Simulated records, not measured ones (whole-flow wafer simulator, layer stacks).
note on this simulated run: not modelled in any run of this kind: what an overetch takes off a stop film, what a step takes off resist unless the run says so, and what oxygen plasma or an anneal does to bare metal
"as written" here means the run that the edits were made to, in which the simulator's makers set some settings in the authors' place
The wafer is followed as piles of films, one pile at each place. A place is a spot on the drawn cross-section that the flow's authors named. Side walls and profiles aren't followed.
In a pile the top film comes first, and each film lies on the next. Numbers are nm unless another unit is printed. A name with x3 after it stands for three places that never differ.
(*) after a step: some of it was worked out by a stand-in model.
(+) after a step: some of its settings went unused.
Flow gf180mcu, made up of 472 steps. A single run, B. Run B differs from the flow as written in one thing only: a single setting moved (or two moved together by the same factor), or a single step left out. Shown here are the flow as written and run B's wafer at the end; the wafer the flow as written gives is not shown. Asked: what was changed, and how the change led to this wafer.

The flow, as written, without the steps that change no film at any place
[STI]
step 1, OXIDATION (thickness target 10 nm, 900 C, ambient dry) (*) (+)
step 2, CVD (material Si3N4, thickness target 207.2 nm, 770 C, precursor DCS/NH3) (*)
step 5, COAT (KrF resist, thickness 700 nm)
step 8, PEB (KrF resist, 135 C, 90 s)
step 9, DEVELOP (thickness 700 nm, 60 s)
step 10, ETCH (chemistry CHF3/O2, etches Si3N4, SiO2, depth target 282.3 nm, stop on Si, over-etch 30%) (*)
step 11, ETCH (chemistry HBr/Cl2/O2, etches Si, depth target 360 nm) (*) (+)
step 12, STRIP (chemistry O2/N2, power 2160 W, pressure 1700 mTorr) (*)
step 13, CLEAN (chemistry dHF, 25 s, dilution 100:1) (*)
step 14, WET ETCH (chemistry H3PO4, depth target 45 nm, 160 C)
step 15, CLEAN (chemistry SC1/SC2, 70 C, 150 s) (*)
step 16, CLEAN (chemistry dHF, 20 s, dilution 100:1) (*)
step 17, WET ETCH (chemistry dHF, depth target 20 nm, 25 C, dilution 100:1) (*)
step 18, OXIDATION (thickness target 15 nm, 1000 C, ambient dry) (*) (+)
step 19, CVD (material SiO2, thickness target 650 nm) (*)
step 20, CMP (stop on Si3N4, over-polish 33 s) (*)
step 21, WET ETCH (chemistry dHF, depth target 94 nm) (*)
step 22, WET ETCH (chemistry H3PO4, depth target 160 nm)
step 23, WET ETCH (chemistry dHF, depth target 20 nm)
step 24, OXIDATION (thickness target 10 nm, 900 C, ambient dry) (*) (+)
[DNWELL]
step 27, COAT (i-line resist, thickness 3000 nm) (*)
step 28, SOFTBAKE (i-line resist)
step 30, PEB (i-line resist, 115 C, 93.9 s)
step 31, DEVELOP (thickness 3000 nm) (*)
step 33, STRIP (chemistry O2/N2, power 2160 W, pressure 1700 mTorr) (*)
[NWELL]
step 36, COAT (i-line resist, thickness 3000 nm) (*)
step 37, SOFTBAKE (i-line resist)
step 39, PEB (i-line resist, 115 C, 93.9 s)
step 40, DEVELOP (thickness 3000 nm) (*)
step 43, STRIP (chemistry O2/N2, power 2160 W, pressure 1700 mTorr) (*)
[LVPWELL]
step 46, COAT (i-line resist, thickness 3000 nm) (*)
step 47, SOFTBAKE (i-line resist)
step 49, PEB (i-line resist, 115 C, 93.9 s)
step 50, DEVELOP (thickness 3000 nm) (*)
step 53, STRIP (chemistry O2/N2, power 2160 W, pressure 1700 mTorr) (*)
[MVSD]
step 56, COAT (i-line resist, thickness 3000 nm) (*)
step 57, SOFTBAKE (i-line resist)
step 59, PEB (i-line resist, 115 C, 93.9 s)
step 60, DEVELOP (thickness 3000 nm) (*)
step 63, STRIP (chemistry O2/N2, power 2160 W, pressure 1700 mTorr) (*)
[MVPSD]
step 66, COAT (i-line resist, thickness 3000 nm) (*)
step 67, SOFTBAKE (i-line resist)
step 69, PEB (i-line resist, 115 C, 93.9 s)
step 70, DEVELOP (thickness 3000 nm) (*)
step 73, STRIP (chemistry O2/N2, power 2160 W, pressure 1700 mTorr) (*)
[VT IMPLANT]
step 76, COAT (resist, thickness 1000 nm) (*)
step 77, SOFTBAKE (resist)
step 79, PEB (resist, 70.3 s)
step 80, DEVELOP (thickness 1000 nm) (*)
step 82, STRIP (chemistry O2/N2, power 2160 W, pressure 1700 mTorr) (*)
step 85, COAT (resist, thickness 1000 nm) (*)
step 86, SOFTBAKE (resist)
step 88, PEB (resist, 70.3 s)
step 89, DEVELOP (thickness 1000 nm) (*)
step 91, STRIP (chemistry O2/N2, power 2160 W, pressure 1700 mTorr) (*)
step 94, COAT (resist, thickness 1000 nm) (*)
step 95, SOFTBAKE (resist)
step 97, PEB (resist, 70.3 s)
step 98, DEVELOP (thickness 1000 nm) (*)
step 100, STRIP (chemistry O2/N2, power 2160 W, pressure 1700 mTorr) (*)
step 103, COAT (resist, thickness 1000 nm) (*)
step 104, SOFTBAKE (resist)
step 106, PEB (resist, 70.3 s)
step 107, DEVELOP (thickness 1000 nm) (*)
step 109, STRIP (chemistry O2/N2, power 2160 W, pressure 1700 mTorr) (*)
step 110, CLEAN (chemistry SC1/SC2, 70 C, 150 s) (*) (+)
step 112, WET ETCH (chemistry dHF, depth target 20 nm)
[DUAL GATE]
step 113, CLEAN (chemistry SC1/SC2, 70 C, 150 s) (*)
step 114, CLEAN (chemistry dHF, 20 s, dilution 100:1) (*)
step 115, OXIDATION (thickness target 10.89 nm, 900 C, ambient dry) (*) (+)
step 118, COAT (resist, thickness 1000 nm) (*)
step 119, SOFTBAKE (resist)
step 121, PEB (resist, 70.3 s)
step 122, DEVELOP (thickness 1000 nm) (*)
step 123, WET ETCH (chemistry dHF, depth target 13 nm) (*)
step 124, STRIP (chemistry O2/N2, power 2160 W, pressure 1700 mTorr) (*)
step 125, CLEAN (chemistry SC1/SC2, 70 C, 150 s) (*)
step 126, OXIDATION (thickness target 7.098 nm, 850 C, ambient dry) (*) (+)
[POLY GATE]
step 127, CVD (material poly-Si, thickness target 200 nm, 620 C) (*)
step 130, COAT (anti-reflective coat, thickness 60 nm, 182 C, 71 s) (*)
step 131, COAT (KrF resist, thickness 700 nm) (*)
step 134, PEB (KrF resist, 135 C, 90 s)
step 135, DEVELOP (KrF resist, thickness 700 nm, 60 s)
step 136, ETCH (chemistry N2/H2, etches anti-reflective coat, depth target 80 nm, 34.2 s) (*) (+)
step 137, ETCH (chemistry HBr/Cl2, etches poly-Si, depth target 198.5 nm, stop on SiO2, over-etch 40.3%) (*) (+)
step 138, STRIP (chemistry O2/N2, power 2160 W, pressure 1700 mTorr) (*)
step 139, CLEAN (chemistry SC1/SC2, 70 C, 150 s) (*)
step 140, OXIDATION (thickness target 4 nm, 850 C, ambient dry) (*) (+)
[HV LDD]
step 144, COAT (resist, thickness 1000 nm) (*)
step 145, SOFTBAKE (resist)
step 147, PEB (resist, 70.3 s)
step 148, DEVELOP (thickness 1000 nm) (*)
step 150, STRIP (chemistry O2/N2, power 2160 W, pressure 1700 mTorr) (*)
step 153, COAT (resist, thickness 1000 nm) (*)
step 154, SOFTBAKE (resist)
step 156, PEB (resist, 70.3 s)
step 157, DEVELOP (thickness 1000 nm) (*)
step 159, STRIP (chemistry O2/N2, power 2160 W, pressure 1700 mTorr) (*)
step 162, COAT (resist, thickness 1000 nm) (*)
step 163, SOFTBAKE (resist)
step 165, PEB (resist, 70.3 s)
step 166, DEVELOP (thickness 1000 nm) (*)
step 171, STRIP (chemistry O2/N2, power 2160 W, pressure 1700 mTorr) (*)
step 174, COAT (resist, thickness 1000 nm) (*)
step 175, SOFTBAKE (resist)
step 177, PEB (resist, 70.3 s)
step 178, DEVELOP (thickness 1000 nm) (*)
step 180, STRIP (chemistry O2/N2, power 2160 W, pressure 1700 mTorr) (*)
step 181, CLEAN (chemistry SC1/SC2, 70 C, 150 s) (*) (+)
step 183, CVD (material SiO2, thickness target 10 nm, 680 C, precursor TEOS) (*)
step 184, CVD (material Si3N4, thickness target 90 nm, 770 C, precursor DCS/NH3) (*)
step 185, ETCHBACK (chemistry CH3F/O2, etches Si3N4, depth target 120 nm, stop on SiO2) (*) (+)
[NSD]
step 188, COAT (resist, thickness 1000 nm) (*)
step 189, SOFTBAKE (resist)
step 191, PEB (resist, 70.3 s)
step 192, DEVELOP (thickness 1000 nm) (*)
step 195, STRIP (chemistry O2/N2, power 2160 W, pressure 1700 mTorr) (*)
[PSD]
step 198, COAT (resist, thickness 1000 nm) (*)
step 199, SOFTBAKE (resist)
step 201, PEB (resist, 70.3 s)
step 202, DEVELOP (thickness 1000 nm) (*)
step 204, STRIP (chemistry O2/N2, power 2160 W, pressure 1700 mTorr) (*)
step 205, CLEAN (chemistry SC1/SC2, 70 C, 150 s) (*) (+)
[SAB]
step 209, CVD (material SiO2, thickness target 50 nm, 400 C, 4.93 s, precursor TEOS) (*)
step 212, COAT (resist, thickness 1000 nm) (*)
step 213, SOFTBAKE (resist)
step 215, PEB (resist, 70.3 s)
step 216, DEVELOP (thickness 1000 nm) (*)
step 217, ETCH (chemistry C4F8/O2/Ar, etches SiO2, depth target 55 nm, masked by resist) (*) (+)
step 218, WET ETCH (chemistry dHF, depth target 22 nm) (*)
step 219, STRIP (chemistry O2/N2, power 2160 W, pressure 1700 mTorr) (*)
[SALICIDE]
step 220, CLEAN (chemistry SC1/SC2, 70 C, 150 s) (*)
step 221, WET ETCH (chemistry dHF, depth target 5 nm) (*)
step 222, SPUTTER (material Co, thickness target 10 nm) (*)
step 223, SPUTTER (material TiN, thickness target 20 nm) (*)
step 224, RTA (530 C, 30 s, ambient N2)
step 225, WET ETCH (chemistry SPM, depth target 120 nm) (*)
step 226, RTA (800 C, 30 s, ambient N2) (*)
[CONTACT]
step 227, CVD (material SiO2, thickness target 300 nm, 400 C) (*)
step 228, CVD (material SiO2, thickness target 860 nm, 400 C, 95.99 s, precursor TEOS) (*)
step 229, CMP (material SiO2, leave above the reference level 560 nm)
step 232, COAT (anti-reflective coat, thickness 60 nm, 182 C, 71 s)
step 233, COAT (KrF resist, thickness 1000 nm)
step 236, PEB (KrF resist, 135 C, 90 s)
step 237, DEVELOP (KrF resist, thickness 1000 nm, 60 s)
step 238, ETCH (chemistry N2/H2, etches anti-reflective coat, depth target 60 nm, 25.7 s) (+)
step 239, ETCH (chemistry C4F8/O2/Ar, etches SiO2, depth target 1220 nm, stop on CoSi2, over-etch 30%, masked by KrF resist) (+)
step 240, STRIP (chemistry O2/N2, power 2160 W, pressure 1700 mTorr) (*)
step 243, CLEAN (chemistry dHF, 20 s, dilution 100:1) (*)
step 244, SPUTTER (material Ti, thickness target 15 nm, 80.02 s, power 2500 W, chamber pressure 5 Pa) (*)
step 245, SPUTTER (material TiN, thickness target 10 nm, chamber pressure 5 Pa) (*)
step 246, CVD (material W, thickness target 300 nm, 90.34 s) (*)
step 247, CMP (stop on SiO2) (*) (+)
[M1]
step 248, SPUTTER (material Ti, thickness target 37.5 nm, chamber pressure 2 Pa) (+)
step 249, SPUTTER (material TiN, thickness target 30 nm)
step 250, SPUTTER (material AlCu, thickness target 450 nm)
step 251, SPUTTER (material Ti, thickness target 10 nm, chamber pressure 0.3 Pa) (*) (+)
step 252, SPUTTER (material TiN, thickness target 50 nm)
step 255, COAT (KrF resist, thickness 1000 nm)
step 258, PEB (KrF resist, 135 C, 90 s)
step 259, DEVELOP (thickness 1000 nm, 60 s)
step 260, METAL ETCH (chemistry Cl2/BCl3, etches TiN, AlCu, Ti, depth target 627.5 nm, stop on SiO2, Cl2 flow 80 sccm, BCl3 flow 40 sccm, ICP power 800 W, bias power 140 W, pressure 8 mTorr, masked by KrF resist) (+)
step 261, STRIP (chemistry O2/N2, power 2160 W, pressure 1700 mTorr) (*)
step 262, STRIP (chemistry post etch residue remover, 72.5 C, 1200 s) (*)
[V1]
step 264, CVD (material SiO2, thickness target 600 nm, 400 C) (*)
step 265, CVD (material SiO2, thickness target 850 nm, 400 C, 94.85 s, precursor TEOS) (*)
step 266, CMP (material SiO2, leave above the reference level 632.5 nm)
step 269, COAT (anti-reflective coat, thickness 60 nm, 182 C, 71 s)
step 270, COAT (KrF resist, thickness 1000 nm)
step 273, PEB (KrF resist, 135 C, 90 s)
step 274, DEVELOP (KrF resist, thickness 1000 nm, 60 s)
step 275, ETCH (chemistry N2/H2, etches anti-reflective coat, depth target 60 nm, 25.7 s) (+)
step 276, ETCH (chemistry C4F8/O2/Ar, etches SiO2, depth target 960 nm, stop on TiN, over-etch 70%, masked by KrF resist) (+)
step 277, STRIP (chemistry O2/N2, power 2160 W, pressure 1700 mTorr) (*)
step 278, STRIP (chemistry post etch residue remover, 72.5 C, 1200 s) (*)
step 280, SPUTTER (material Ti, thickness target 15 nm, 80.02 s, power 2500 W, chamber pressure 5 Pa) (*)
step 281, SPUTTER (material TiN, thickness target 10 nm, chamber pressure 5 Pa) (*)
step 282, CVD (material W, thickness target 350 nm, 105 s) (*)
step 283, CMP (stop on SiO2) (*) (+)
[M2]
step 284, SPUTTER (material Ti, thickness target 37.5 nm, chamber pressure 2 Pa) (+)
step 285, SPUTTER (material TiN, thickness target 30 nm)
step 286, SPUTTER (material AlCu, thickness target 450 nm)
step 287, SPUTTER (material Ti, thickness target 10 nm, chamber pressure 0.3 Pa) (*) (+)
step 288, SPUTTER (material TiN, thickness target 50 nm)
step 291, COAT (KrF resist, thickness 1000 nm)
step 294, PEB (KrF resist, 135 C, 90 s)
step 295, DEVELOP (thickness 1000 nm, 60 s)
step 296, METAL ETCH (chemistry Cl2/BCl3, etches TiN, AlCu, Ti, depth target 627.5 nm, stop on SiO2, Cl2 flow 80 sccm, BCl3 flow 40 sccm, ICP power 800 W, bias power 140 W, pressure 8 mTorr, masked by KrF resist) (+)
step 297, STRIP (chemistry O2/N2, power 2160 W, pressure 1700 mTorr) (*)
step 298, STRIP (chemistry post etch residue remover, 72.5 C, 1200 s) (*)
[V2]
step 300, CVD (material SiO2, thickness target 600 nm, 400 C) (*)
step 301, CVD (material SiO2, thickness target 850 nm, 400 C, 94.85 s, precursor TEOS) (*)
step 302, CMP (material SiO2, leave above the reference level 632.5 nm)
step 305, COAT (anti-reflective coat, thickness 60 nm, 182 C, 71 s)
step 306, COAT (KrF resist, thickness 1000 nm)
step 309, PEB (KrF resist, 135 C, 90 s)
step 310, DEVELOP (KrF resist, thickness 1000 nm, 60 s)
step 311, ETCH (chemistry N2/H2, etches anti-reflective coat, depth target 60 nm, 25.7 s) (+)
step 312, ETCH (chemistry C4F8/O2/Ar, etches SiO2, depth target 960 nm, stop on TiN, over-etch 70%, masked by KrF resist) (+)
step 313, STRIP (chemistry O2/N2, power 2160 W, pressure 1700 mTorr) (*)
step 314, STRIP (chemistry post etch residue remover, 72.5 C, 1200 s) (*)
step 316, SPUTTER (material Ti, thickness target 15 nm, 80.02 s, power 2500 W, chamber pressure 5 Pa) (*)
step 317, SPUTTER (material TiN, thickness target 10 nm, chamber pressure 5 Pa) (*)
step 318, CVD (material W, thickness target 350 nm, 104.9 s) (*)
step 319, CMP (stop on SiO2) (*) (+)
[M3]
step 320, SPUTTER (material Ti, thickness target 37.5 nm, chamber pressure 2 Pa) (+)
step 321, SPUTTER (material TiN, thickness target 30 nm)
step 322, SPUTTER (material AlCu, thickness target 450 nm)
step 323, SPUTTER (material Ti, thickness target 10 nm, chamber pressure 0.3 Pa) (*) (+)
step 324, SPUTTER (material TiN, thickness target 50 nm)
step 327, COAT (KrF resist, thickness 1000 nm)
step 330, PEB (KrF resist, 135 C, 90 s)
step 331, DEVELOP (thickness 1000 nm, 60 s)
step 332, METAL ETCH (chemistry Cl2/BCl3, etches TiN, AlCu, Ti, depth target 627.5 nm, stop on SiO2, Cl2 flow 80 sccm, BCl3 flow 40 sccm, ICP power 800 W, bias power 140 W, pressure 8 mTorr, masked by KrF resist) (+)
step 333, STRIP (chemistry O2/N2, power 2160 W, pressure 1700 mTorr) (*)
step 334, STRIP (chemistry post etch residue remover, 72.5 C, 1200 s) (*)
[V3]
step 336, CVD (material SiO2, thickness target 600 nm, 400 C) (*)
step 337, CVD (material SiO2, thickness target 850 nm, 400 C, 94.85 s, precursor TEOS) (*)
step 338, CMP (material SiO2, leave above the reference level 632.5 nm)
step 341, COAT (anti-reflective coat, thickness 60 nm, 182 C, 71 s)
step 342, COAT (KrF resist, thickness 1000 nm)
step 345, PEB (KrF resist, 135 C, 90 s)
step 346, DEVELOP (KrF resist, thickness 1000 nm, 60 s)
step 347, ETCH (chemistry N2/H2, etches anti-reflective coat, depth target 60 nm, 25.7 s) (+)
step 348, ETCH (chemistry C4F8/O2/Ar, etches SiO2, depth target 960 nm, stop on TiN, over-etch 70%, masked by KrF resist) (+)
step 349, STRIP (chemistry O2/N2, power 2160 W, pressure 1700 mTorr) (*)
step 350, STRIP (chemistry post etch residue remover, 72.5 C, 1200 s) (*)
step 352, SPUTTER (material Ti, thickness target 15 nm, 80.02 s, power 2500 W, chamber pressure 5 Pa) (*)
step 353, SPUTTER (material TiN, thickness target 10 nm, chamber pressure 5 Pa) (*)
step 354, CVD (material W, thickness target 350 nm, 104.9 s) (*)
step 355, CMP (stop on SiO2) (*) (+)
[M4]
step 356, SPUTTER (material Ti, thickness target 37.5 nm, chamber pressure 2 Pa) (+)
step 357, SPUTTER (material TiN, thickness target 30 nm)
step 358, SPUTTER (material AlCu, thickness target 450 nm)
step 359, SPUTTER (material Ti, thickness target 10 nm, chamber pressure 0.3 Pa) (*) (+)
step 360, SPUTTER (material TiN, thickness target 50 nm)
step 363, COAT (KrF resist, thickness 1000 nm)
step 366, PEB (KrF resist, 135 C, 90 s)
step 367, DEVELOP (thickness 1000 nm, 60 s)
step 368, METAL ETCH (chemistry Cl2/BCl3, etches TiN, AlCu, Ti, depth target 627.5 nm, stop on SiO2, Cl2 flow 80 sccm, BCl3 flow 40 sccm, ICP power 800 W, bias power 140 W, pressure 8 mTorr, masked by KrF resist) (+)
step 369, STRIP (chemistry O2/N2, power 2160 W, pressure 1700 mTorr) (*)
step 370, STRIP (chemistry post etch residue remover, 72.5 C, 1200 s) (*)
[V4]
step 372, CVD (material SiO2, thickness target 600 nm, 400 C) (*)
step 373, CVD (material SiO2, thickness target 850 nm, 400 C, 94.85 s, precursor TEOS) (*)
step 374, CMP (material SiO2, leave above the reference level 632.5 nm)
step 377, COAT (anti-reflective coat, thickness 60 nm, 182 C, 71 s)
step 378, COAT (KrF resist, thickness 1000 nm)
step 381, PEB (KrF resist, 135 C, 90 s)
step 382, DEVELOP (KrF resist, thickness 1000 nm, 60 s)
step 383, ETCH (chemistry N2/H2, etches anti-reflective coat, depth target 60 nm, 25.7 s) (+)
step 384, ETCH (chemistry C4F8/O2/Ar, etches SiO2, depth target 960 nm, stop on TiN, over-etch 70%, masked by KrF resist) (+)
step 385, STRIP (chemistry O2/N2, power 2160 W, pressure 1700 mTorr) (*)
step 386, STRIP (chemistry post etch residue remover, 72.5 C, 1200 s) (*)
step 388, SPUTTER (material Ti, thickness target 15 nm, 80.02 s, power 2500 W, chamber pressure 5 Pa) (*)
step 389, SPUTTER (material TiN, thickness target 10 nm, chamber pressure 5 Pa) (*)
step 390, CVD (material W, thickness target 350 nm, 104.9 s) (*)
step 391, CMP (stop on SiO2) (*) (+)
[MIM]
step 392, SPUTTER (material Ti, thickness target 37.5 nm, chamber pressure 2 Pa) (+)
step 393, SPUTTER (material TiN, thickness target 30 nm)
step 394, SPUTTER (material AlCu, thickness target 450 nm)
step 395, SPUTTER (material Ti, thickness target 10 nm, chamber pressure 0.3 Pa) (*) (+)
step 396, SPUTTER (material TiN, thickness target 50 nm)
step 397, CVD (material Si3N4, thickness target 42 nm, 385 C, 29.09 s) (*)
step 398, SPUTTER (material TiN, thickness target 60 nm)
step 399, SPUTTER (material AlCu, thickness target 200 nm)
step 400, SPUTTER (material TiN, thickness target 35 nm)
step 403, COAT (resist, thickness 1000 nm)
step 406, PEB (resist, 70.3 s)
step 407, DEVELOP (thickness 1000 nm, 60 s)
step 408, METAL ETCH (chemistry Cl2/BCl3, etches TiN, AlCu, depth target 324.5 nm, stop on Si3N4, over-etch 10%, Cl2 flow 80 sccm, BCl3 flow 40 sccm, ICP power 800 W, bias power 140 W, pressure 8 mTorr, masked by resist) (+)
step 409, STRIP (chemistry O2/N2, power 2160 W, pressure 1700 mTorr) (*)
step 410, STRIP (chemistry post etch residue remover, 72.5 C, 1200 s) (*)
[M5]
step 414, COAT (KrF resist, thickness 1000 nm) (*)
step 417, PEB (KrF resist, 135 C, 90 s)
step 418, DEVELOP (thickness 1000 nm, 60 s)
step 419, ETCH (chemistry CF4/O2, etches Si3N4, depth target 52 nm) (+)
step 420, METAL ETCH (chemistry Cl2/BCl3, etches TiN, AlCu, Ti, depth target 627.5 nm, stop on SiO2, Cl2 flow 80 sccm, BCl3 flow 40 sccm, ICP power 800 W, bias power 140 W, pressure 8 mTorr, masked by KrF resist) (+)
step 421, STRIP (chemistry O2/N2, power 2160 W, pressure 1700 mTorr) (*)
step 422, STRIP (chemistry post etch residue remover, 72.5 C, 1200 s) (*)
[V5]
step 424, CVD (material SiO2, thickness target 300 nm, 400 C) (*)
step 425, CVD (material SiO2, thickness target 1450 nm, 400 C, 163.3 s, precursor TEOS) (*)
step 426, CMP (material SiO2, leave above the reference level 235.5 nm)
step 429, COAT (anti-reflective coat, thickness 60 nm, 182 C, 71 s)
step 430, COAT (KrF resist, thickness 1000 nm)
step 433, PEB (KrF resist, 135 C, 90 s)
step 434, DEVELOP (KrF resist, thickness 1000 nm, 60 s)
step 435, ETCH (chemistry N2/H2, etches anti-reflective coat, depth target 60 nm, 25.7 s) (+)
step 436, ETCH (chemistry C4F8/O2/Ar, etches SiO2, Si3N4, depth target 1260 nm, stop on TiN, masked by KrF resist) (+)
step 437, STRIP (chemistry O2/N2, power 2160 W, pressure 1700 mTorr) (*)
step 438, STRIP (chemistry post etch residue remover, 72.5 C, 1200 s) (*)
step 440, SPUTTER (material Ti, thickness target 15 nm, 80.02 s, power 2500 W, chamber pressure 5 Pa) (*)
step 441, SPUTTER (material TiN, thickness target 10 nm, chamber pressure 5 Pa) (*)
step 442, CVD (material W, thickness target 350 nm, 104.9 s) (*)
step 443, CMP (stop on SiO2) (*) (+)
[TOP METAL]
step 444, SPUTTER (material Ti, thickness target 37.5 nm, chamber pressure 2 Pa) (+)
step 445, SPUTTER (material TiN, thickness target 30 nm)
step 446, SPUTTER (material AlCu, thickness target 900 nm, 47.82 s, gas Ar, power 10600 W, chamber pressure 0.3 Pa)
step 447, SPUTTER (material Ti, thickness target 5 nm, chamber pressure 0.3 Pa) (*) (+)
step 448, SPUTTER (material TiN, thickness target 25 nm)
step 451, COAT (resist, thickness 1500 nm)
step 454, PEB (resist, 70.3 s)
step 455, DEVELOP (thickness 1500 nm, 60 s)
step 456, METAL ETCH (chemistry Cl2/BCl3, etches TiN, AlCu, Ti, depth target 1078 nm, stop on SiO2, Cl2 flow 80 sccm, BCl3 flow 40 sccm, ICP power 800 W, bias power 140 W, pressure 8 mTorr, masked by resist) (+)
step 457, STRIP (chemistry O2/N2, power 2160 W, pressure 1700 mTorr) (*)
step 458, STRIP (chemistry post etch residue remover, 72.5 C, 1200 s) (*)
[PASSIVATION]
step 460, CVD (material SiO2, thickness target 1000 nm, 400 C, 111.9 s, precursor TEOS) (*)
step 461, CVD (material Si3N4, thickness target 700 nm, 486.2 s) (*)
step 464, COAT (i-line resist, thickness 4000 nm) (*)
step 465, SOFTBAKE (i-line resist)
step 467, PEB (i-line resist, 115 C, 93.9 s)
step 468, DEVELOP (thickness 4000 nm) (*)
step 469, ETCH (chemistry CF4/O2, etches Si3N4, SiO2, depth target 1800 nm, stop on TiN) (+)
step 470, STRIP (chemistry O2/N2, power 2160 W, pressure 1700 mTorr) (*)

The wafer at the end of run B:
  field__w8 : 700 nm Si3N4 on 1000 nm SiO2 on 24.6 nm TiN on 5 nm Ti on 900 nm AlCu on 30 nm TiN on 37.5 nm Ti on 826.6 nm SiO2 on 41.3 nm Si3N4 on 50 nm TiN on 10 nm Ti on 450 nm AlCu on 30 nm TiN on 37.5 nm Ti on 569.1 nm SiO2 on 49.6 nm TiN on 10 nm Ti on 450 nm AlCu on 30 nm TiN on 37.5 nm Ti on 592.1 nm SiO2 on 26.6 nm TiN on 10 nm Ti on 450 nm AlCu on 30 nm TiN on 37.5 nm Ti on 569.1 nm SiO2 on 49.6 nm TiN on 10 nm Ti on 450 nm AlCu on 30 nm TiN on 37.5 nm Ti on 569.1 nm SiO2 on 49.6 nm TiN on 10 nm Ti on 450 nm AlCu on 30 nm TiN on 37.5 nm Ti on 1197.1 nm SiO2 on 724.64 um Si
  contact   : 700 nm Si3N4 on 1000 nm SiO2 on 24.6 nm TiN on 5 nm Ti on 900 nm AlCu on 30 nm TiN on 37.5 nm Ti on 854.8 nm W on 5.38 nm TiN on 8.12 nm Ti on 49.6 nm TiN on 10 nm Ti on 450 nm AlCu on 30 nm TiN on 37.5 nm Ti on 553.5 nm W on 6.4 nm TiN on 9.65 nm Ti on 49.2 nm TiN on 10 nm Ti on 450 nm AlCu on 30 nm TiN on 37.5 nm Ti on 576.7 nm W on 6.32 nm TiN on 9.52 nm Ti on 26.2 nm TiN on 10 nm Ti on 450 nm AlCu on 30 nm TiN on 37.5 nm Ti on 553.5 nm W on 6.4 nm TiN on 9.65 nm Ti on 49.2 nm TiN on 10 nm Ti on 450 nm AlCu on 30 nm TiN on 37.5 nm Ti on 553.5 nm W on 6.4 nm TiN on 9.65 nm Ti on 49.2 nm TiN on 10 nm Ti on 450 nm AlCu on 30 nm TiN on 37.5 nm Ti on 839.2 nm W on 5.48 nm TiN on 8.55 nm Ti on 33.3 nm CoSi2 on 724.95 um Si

The reason: step 324, SPUTTER: thickness target 27 nm was run, whereas the flow has thickness target 50 nm.

Step by step, how the change led to this:
  step 324, SPUTTER (material TiN, thickness target 50 nm)
      field, field__w1, field__w2 and 108 more: +27 TiN (new film) (in the flow as written it would be: +50 TiN (new film))
  step 332, METAL ETCH (chemistry Cl2/BCl3, etches TiN, AlCu, Ti, depth target 627.5 nm, stop on SiO2, Cl2 flow 80 sccm, BCl3 flow 40 sccm, ICP power 800 W, bias power 140 W, pressure 8 mTorr, masked by KrF resist) (+)
      field, field__w1, field__w2 and 103 more: -27 TiN (all of it), -10 Ti (all of it), -450 AlCu (all of it), -30 TiN (all of it), -37.5 Ti (all of it) (in the flow as written it would be: -50 TiN (all of it), -10 Ti (all of it), -450 AlCu (all of it), -30 TiN (all of it), -37.5 Ti (all of it))
  step 338, CMP (material SiO2, leave above the reference level 632.5 nm)
      field__w8, contact, m1, m1__w1, m1_nw: -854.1 SiO2 (in the flow as written it would be: -877.1 SiO2)
  step 348, ETCH (chemistry C4F8/O2/Ar, etches SiO2, depth target 960 nm, stop on TiN, over-etch 70%, masked by KrF resist) (+)
      contact: -595.5 SiO2 (all of it) (in the flow as written it would be: -572.5 SiO2 (all of it))
  step 354, CVD (material W, thickness target 350 nm, 104.9 s) (*)
      contact: +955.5 W (new film) (in the flow as written it would be: +932.3 W (new film))
